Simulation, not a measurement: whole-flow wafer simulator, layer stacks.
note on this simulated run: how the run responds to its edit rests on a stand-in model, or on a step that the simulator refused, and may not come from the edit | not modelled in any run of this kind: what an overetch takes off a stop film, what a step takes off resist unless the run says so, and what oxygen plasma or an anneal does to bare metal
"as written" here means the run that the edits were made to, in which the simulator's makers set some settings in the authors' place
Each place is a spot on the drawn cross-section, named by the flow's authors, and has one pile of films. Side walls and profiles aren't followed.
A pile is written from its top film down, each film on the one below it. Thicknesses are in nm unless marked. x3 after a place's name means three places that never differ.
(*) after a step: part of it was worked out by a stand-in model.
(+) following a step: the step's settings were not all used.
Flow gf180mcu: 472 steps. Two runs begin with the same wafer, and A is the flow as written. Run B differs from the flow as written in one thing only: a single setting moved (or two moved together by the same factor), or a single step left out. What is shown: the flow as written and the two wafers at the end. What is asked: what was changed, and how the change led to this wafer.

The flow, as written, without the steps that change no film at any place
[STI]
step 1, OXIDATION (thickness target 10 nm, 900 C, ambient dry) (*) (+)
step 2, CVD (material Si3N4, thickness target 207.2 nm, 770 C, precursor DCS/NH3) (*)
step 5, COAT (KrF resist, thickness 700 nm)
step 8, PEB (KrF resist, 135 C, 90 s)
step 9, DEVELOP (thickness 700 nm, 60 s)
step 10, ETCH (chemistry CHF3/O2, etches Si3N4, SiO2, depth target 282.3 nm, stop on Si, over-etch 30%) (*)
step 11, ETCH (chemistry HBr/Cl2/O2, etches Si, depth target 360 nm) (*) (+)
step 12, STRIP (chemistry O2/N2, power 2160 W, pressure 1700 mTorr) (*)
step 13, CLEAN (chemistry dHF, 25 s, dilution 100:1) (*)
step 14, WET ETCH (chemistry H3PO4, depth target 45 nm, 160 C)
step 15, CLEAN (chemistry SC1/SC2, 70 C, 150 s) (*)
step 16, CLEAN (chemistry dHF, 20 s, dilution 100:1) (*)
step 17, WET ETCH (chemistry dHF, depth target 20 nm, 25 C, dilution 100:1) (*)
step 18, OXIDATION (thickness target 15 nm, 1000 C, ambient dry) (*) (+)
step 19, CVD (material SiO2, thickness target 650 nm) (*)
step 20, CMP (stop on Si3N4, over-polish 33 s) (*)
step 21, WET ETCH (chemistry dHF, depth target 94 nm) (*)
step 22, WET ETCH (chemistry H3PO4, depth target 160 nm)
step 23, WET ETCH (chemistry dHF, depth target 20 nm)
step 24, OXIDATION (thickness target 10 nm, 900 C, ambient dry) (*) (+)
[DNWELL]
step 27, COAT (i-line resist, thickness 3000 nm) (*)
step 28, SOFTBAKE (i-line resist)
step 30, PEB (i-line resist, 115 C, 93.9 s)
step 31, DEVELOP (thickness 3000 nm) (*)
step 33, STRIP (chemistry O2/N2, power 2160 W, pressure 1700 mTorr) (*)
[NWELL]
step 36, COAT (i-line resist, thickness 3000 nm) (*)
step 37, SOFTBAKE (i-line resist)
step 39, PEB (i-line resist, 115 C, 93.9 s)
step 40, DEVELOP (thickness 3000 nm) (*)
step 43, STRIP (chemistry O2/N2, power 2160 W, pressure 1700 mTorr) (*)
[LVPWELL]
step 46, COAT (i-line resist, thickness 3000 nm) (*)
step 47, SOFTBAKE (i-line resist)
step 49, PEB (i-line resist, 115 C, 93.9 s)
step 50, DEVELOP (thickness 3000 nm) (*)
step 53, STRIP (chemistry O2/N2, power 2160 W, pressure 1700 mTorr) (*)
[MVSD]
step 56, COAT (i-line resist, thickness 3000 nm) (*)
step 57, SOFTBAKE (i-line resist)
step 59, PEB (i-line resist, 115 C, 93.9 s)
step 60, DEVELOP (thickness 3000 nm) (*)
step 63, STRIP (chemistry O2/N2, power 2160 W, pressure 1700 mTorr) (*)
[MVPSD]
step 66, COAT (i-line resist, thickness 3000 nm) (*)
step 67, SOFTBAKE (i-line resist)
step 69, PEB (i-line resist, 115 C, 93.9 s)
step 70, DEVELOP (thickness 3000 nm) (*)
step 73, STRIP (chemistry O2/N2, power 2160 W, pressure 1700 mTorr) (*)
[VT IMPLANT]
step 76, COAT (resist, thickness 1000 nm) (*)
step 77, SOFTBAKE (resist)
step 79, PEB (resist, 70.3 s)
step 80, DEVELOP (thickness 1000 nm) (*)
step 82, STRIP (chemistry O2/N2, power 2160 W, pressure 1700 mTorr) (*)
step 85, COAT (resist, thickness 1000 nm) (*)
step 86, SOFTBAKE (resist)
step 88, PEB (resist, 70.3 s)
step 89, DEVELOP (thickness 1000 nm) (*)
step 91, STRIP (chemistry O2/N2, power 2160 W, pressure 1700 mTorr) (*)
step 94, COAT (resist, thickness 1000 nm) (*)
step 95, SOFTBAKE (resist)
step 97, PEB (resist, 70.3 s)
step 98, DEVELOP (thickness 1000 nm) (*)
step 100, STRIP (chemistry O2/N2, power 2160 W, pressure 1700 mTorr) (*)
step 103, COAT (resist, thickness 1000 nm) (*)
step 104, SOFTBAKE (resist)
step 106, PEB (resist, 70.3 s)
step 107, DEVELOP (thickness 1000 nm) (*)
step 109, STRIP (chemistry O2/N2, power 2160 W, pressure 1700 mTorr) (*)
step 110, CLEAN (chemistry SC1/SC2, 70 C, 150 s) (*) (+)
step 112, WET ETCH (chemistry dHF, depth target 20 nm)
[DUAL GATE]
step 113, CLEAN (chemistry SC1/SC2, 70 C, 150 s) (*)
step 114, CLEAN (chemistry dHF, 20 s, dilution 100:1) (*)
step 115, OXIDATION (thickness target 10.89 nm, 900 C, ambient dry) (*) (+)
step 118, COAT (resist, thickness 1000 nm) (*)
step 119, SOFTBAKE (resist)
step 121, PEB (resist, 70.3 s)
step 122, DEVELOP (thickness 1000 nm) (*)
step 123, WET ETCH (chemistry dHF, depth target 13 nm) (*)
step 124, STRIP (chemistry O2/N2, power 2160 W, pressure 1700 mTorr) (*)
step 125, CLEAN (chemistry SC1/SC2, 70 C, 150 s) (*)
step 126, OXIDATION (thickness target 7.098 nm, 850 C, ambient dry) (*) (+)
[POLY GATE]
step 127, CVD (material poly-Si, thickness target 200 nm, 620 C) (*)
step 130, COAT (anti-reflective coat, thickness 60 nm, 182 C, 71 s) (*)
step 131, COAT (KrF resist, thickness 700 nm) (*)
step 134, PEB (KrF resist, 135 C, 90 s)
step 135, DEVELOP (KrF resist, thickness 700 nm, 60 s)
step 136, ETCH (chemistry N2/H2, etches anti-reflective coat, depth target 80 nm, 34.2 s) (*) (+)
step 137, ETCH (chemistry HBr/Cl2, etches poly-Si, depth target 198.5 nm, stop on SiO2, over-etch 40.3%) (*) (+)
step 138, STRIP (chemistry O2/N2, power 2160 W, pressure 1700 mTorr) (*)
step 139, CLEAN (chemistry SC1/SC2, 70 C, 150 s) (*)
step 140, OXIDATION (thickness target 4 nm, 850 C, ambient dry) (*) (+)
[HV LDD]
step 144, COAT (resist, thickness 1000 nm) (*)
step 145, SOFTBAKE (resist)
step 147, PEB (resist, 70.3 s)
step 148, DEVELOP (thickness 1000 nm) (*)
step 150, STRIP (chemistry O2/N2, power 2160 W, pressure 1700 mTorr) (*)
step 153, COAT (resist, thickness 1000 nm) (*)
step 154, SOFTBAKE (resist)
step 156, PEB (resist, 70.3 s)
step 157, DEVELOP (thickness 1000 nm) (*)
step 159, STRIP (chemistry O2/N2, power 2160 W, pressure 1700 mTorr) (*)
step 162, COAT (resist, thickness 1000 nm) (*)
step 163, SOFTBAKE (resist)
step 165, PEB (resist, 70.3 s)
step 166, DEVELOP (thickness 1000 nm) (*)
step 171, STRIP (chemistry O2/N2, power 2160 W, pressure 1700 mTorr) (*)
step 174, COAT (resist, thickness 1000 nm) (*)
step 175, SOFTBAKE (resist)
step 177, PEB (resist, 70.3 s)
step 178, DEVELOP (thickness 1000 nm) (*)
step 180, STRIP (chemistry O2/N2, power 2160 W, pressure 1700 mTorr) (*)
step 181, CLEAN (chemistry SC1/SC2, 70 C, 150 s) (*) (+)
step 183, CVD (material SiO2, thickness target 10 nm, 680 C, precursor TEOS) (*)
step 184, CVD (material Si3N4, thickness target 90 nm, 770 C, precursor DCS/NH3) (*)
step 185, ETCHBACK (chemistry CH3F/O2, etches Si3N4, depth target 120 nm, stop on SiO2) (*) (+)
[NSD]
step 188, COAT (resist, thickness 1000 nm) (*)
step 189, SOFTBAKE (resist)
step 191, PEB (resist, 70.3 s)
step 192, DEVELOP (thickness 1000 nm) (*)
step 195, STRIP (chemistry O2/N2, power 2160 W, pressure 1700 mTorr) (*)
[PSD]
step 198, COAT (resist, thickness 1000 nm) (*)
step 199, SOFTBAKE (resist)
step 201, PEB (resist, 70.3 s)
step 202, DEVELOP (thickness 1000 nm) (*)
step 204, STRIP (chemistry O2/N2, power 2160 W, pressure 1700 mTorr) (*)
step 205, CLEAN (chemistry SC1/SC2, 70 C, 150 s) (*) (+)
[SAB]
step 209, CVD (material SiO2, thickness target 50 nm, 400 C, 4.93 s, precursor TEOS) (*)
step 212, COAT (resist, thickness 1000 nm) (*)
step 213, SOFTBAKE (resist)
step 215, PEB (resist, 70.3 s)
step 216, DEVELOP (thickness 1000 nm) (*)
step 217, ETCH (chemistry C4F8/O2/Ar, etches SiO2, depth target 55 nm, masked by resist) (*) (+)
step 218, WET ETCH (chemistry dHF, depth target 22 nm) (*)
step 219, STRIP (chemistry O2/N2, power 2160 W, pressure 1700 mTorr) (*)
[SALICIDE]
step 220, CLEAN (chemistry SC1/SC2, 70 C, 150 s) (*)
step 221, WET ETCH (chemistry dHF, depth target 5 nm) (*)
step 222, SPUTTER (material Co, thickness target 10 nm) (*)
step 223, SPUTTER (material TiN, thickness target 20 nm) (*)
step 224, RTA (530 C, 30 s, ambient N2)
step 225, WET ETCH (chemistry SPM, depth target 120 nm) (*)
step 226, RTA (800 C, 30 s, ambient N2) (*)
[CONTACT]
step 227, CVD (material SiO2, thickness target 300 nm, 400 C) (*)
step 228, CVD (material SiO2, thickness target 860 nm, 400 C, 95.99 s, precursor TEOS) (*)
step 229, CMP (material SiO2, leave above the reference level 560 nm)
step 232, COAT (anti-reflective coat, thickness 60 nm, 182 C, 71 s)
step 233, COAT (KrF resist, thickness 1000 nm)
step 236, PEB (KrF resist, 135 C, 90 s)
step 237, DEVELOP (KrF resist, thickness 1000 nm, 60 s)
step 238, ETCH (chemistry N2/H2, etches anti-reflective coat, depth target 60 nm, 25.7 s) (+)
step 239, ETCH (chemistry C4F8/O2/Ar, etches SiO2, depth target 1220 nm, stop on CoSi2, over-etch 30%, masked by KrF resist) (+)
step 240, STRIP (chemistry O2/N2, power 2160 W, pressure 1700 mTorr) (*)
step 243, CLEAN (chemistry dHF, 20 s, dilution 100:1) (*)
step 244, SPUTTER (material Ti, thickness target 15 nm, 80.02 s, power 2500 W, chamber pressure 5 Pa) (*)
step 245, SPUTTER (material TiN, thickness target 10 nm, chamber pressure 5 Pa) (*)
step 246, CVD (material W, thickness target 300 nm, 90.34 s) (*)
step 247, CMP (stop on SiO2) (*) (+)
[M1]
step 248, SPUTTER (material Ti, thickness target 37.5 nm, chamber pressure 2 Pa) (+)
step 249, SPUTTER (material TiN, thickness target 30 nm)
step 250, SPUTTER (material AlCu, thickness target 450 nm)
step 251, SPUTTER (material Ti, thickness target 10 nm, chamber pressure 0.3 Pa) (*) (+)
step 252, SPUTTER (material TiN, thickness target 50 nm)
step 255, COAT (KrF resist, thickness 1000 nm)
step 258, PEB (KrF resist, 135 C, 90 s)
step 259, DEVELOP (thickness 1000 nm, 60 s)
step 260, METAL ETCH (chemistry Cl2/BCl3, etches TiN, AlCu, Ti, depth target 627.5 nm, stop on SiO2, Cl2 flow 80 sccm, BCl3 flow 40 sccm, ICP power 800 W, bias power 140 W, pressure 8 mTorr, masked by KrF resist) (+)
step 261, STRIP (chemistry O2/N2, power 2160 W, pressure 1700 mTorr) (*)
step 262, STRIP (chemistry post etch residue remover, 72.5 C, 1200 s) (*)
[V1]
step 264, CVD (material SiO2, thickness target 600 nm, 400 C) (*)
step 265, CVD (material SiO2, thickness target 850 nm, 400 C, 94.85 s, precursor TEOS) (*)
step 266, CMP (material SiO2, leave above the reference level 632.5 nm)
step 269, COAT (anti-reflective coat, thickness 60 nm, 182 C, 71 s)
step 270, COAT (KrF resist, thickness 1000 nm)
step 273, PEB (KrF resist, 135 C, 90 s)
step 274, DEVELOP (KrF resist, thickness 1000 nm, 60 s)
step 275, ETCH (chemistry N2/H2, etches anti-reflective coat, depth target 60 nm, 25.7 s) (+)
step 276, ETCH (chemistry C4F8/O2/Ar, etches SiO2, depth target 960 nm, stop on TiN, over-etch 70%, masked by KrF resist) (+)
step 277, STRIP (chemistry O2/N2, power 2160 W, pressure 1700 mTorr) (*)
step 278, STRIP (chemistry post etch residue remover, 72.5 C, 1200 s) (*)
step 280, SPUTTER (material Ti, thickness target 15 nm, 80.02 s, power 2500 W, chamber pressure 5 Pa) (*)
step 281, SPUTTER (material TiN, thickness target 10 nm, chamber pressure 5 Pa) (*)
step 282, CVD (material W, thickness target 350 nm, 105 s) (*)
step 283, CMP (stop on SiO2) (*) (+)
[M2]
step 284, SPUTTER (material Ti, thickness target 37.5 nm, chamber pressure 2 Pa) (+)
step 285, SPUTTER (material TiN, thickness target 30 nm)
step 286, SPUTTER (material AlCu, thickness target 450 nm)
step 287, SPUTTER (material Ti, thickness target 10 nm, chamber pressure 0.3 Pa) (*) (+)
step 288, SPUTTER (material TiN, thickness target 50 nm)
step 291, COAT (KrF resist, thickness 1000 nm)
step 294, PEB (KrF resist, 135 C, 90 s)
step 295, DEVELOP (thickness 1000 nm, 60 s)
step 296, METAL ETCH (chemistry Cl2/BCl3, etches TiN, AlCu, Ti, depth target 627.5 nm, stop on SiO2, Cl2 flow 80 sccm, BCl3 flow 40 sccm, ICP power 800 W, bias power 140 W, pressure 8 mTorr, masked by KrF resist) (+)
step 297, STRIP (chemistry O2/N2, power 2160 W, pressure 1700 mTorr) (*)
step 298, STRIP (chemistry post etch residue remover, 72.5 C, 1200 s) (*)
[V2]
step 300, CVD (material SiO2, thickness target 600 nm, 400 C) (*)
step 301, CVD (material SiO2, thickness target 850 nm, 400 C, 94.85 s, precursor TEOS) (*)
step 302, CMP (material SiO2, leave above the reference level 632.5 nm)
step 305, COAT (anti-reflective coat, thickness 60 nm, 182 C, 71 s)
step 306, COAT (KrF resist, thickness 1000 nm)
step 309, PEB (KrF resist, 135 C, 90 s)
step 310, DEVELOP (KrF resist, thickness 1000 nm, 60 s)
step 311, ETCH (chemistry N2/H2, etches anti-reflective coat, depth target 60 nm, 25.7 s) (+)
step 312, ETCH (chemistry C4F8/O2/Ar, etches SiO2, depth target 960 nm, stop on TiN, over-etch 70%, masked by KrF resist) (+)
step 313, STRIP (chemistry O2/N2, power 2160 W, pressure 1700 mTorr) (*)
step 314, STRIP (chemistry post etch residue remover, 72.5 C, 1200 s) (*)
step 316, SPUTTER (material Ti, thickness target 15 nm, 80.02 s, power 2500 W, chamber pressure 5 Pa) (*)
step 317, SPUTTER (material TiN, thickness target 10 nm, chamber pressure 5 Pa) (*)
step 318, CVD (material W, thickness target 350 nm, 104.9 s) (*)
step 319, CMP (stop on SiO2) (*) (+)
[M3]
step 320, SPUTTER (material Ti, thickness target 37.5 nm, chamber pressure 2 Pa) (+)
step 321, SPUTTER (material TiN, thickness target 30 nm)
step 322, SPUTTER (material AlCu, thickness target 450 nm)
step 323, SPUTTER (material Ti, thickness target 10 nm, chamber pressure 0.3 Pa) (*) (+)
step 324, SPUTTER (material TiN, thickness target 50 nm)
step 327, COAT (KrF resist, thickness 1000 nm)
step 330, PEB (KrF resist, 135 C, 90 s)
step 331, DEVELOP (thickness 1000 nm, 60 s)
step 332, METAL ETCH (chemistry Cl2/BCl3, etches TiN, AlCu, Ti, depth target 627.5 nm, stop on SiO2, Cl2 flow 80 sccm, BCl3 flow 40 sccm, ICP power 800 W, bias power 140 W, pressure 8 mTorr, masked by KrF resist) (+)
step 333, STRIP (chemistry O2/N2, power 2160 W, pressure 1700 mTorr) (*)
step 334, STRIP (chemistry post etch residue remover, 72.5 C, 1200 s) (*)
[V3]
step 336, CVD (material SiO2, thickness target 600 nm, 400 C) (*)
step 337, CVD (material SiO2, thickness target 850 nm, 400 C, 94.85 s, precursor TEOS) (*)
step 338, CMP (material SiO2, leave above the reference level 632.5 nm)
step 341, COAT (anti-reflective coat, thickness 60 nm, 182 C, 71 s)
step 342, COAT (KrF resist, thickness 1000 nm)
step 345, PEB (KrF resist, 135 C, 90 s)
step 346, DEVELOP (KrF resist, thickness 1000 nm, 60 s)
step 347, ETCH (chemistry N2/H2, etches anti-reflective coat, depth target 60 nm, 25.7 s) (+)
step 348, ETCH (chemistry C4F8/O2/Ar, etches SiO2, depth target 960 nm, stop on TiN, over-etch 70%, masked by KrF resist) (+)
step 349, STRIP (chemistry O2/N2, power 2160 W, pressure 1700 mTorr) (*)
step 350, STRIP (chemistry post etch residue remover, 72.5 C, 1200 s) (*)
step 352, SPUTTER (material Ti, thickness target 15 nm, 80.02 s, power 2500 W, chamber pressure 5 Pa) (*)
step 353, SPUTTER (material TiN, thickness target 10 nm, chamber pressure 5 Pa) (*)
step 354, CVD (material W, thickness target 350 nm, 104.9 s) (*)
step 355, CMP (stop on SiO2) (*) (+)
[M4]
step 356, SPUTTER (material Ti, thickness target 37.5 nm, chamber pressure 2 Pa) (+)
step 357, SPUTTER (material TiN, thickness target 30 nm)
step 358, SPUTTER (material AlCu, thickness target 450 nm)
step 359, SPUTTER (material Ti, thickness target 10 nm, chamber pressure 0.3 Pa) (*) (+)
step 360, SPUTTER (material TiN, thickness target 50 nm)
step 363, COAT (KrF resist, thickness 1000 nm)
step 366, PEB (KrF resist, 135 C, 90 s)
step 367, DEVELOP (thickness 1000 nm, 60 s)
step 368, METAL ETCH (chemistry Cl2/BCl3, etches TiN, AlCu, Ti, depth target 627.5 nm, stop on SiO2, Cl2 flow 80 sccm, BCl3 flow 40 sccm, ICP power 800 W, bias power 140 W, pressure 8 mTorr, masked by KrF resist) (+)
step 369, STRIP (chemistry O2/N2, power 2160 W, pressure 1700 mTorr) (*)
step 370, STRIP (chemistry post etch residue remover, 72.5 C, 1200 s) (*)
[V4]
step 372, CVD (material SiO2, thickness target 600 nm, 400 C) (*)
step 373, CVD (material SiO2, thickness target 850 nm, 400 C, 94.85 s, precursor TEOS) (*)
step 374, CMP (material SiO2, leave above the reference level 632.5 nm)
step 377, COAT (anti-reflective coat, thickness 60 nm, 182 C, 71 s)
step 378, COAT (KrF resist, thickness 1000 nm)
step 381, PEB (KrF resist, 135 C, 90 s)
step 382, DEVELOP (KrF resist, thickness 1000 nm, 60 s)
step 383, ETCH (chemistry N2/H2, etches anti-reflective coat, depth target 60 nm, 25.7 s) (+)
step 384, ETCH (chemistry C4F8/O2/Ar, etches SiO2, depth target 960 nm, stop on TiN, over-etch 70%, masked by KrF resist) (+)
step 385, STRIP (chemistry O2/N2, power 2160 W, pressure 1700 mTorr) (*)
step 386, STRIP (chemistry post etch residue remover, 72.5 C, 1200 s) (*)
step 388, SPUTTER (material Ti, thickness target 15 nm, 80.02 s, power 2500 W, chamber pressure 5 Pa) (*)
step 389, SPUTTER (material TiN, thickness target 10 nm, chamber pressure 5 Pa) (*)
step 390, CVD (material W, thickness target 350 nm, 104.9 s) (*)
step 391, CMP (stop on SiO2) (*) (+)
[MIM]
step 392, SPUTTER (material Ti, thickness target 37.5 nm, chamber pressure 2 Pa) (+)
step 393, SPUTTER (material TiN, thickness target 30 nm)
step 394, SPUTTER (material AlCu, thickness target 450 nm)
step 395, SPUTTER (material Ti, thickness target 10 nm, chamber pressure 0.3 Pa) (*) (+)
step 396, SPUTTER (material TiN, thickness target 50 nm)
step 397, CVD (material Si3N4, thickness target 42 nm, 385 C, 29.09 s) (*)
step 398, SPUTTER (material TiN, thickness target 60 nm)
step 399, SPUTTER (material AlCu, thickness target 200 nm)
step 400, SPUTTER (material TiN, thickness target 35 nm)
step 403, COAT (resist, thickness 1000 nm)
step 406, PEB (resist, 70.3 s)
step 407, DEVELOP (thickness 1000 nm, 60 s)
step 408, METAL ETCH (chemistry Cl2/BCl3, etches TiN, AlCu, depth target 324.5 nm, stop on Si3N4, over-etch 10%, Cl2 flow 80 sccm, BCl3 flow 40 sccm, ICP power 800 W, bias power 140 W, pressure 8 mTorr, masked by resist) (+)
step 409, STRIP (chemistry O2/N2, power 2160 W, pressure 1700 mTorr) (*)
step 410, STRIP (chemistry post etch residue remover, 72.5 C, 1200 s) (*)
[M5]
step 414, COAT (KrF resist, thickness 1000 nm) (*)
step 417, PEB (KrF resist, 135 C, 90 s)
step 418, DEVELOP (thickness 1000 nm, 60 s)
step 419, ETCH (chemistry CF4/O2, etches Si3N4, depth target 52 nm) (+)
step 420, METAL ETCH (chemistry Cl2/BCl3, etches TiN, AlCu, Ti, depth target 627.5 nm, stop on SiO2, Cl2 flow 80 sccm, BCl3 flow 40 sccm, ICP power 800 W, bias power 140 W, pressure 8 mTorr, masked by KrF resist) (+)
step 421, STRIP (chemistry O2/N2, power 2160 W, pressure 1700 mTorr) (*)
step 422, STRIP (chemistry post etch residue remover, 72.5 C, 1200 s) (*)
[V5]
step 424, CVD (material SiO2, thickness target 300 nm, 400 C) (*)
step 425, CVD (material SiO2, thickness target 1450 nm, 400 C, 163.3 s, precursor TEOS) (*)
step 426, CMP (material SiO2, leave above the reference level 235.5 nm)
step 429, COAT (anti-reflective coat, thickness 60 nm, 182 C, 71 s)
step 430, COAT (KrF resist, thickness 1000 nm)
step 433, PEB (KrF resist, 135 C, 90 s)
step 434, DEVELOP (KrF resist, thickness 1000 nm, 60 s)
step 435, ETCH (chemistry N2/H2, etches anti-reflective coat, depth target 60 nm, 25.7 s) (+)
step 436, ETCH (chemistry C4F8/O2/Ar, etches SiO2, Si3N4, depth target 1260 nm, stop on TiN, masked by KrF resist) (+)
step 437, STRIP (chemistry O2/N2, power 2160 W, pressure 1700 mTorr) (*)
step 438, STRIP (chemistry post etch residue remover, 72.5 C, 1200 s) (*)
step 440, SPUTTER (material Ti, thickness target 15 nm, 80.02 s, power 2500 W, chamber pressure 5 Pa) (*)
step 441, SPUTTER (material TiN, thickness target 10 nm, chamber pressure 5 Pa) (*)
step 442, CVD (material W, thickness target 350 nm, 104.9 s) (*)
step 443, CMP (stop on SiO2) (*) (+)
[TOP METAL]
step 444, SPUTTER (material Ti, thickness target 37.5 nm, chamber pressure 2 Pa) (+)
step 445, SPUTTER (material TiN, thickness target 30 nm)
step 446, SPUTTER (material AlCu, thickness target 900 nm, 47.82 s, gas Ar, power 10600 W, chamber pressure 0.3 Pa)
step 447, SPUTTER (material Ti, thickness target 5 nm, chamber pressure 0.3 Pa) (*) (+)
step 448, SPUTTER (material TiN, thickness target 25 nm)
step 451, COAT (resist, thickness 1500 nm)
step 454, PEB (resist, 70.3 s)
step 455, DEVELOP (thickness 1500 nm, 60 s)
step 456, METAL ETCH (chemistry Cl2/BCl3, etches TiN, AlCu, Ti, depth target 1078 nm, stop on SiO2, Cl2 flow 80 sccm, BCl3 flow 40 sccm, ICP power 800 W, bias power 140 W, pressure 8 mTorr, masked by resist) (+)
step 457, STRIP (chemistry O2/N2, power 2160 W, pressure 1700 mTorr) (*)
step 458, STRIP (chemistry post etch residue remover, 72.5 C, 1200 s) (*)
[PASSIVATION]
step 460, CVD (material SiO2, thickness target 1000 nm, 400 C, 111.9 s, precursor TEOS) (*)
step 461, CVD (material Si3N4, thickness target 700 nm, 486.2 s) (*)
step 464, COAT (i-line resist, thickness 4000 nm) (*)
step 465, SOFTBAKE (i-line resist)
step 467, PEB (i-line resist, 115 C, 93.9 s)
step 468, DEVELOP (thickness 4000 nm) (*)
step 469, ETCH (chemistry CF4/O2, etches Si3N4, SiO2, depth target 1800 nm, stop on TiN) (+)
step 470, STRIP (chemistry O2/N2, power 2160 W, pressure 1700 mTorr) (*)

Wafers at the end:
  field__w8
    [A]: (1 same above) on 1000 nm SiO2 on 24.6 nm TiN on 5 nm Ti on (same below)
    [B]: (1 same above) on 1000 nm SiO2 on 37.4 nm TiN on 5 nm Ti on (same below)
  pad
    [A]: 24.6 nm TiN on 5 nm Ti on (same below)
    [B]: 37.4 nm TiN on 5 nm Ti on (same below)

Cause: step 448, SPUTTER: thickness target 37.8 nm was run, while the flow as written has thickness target 25 nm.

Step by step, how the change led to this:
  step 448, SPUTTER (material TiN, thickness target 25 nm)
      field, field__w1, field__w2 and 109 more: A TiN gains 25 (new film) | B TiN gains 37.8 (new film)
  step 456, METAL ETCH (chemistry Cl2/BCl3, etches TiN, AlCu, Ti, depth target 1078 nm, stop on SiO2, Cl2 flow 80 sccm, BCl3 flow 40 sccm, ICP power 800 W, bias power 140 W, pressure 8 mTorr, masked by resist) (+)
      field, field__w1, field__w2 and 103 more: A TiN loses 25 (all of it), Ti loses 5 (all of it), AlCu loses 900 (all of it), TiN loses 30 (all of it), Ti loses 37.5 (all of it) | B TiN loses 37.8 (all of it), Ti loses 5 (all of it), AlCu loses 900 (all of it), TiN loses 30 (all of it), Ti loses 37.5 (all of it)
  step 465, SOFTBAKE (i-line resist)
      gate: A i-line resist gains 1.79 | B i-line resist loses 0.27
      ld_acc_p, ld_fp_p, ld_drift_p: A i-line resist gains 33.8 | B i-line resist gains 27.4
      (as well as at 56 more places)
